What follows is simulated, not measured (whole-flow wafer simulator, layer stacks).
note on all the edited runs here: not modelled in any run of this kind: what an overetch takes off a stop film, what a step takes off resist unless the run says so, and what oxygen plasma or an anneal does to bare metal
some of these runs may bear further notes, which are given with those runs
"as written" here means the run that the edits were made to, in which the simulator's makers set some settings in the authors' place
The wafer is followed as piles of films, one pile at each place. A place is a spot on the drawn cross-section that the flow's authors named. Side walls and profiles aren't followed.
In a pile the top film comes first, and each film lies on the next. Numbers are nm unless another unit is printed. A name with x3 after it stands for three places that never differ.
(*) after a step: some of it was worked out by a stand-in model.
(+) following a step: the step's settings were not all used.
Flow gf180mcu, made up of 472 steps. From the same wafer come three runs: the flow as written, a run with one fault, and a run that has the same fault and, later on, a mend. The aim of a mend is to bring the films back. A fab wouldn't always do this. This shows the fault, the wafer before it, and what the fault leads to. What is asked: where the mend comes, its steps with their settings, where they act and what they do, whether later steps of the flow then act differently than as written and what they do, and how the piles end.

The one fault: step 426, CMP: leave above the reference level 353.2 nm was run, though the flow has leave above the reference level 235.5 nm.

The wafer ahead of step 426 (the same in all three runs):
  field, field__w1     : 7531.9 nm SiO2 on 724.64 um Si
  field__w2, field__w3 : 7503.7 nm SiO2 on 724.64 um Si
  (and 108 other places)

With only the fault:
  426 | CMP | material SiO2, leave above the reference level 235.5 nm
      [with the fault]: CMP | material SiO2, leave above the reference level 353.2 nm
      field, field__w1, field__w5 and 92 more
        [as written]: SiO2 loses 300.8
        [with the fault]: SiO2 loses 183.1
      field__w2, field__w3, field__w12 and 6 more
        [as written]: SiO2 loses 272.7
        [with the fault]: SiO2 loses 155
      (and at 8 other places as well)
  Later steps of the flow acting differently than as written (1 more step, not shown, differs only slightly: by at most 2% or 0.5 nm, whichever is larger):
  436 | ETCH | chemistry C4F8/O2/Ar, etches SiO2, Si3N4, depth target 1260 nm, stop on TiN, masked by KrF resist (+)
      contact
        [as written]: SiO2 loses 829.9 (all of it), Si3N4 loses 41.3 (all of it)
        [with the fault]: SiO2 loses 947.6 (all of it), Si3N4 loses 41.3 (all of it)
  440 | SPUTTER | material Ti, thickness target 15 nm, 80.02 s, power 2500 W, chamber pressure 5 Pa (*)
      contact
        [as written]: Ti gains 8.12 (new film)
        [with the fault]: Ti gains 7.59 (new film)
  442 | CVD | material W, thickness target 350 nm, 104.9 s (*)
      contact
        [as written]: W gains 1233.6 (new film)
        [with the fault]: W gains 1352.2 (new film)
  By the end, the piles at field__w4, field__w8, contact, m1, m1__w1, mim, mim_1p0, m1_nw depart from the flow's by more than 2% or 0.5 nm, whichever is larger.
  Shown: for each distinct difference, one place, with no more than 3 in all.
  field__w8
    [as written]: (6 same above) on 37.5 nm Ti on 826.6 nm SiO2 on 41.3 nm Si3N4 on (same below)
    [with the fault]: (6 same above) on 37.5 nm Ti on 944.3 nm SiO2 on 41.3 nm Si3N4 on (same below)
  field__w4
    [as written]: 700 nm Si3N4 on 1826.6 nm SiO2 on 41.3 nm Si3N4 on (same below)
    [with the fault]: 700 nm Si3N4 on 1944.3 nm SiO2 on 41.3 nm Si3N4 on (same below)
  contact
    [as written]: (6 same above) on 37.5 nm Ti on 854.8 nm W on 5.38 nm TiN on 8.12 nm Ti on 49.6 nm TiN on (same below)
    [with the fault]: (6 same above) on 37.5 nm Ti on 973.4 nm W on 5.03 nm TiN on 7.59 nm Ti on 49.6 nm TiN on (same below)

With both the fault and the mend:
  The mend follows step 434.
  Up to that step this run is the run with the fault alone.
  434a | STRIP | chemistry O2/N2, power 2160 W, pressure 1700 mTorr (*)
      field, field__w1, field__w2 and 108 more
        KrF resist loses 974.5 (all of it), anti-reflective coat loses 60 (all of it)
      contact
        anti-reflective coat loses 60 (all of it)
  434b | CMP | material SiO2, leave above the reference level 235.5 nm (the flow's step 426 again)
      field, field__w1, field__w2 and 109 more
        SiO2 loses 117.7
  434c | HMDS | 120 C, 60 s (the flow's step 428 again)
      alters no film at any place that is followed
  434d | COAT | anti-reflective coat, thickness 60 nm, 182 C, 71 s (the flow's step 429 again)
      field, field__w1, field__w2 and 109 more
        anti-reflective coat gains 60 (new film)
  434e | COAT | KrF resist, thickness 1000 nm (the flow's step 430 again)
      field, field__w1, field__w2 and 109 more
        KrF resist gains 1000 (new film)
  434f | SOFTBAKE | KrF resist (the flow's step 431 again)
      alters no film at any place that is followed
  434g | EXPOSE | photomask Via5 (the flow's step 432 again)
      alters no film at any place that is followed
  434h | PEB | KrF resist, 135 C, 90 s (the flow's step 433 again)
      field, field__w1, field__w2 and 109 more
        KrF resist loses 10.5
  434i | DEVELOP | KrF resist, thickness 1000 nm, 60 s (the flow's step 434 again)
      field, field__w1, field__w2 and 108 more
        KrF resist loses 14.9
      contact
        KrF resist loses 989.5 (all of it)
  None of the later steps of the flow acts differently than as written at any place that is followed.
  The piles end the same as the flow's at every place that both follow.
